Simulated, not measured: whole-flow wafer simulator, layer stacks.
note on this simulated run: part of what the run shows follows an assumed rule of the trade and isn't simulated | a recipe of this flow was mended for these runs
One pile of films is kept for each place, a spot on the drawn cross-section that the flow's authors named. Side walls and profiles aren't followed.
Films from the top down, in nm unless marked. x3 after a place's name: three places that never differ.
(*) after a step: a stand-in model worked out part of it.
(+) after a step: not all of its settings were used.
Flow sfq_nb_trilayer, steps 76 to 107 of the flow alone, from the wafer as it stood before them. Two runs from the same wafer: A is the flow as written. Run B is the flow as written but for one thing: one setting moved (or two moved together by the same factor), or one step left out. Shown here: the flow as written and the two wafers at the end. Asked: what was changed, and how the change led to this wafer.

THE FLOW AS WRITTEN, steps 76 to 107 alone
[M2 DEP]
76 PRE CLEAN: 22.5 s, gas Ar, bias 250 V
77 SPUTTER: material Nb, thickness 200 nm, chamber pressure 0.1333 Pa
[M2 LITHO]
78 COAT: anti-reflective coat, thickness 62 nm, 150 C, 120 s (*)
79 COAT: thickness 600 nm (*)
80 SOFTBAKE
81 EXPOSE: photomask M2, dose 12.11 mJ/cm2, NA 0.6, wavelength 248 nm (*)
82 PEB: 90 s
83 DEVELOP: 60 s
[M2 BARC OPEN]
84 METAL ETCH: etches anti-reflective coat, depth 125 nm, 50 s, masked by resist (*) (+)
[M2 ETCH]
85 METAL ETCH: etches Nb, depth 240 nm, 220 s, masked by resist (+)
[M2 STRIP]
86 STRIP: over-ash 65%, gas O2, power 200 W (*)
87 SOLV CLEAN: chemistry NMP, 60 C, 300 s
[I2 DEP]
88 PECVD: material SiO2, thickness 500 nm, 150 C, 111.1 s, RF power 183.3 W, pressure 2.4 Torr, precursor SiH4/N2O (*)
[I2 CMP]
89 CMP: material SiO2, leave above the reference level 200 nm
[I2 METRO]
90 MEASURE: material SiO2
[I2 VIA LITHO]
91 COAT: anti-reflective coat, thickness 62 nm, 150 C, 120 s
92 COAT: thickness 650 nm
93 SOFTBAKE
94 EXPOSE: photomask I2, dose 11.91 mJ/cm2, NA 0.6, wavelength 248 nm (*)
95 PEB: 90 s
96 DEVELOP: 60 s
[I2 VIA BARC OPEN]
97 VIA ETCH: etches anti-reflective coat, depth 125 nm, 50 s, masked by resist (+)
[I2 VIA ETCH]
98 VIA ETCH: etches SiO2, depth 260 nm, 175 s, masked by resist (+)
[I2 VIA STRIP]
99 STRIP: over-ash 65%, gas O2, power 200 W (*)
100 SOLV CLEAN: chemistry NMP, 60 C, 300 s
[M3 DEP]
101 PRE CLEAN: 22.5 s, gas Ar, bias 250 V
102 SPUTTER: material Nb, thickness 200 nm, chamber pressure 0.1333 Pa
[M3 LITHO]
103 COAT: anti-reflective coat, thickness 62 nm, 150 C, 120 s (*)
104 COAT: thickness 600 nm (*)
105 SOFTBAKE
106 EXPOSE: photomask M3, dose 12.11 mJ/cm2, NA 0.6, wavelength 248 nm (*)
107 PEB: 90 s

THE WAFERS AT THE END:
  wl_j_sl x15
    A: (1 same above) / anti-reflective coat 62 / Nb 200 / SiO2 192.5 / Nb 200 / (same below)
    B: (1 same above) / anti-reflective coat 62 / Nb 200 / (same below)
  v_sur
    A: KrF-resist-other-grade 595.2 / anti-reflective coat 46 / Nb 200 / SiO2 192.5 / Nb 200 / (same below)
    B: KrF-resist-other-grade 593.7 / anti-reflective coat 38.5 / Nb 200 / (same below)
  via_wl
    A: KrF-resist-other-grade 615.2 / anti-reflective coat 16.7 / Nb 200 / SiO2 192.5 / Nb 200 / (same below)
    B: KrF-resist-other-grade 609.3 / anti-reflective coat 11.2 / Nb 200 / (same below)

The cause: step 77, SPUTTER: material Nb, thickness 200 nm, chamber pressure 0.1333 Pa, was left out.

How the change led to this, step by step:
  78 COAT: anti-reflective coat, thickness 62 nm, 150 C, 120 s (*)
      via_sp: A anti-reflective coat +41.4 (new film) | B anti-reflective coat +40.2 (new film)
      via_v: A anti-reflective coat +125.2 (new film) | B anti-reflective coat +116.9 (new film)
      (and at 1 more place)
  79 COAT: thickness 600 nm (*)
      via_v: A KrF-resist-other-grade +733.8 (new film) | B KrF-resist-other-grade +718.1 (new film)
  85 METAL ETCH: etches Nb, depth 240 nm, 220 s, masked by resist (+)
      field_l, be, be_sur and 81 more: A Nb -200 (all of it), SiO2 -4 | B SiO2 -24
  86 STRIP: over-ash 65%, gas O2, power 200 W (*)
      via_sp: A KrF-resist-other-grade -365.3 (all of it), anti-reflective coat -41.4 (all of it) | B KrF-resist-other-grade -367.9 (all of it), anti-reflective coat -40.2 (all of it)
      via_v: A KrF-resist-other-grade -498 (all of it), anti-reflective coat -125.2 (all of it) | B KrF-resist-other-grade -482.4 (all of it), anti-reflective coat -116.9 (all of it)
      (and at 1 more place)
  88 PECVD: material SiO2, thickness 500 nm, 150 C, 111.1 s, RF power 183.3 W, pressure 2.4 Torr, precursor SiH4/N2O (*)
      v_sur, via_wl, via_w, via_wr, via_sp, wire, wl_j_sl x15: A SiO2 +500 (new film) | B SiO2 +500
      via_v: A SiO2 +612.8 (new film) | B SiO2 +561.6 (new film)
  89 CMP: material SiO2, leave above the reference level 200 nm
      field_l, be, be_sur and 81 more: A SiO2 -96 | B SiO2 -468.2
      v_sur, via_wl, via_w, via_wr, via_sp, wire, wl_j_sl x15: A SiO2 -300 | B SiO2 -492.5
      (and at 1 more place)
  98 VIA ETCH: etches SiO2, depth 260 nm, 175 s, masked by resist (+)
      via_w: A SiO2 -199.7 (all of it), Nb -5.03 | B SiO2 -260
  101 PRE CLEAN: 22.5 s, gas Ar, bias 250 V
      via_w: A Nb -6.45 | B SiO2 -7.5
  102 SPUTTER: material Nb, thickness 200 nm, chamber pressure 0.1333 Pa
      via_w: A Nb +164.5 | B Nb +152.6 (new film)
  103 COAT: anti-reflective coat, thickness 62 nm, 150 C, 120 s (*)
      via_wl, via_wr: A anti-reflective coat +16.7 (new film) | B anti-reflective coat +11.2 (new film)
      field_l: A anti-reflective coat +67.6 (new film) | B anti-reflective coat +64.4 (new film)
      (and at 3 more places)
  104 COAT: thickness 600 nm (*)
      via_w: A KrF-resist-other-grade +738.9 (new film) | B KrF-resist-other-grade +790.6 (new film)
Counting metal films that touch as one body, wl_j_sl x15 has 3 bodies (between them, from the top down: SiO2 192.5; SiO2 192.5); the flow as written gives 4 bodies (between them, from the top down: SiO2 192.5; SiO2 192.5; SiO2 192.5).
Counting metal films that touch as one body, v_sur has 3 bodies (between them, from the top down: SiO2 192.5; SiO2 192.5); the flow as written gives 4 bodies (between them, from the top down: SiO2 192.5; SiO2 192.5; SiO2 192.5).
Counting metal films that touch as one body, via_wl has 3 bodies (between them, from the top down: SiO2 192.5; SiO2 192.5); the flow as written gives 4 bodies (between them, from the top down: SiO2 192.5; SiO2 192.5; SiO2 192.5).
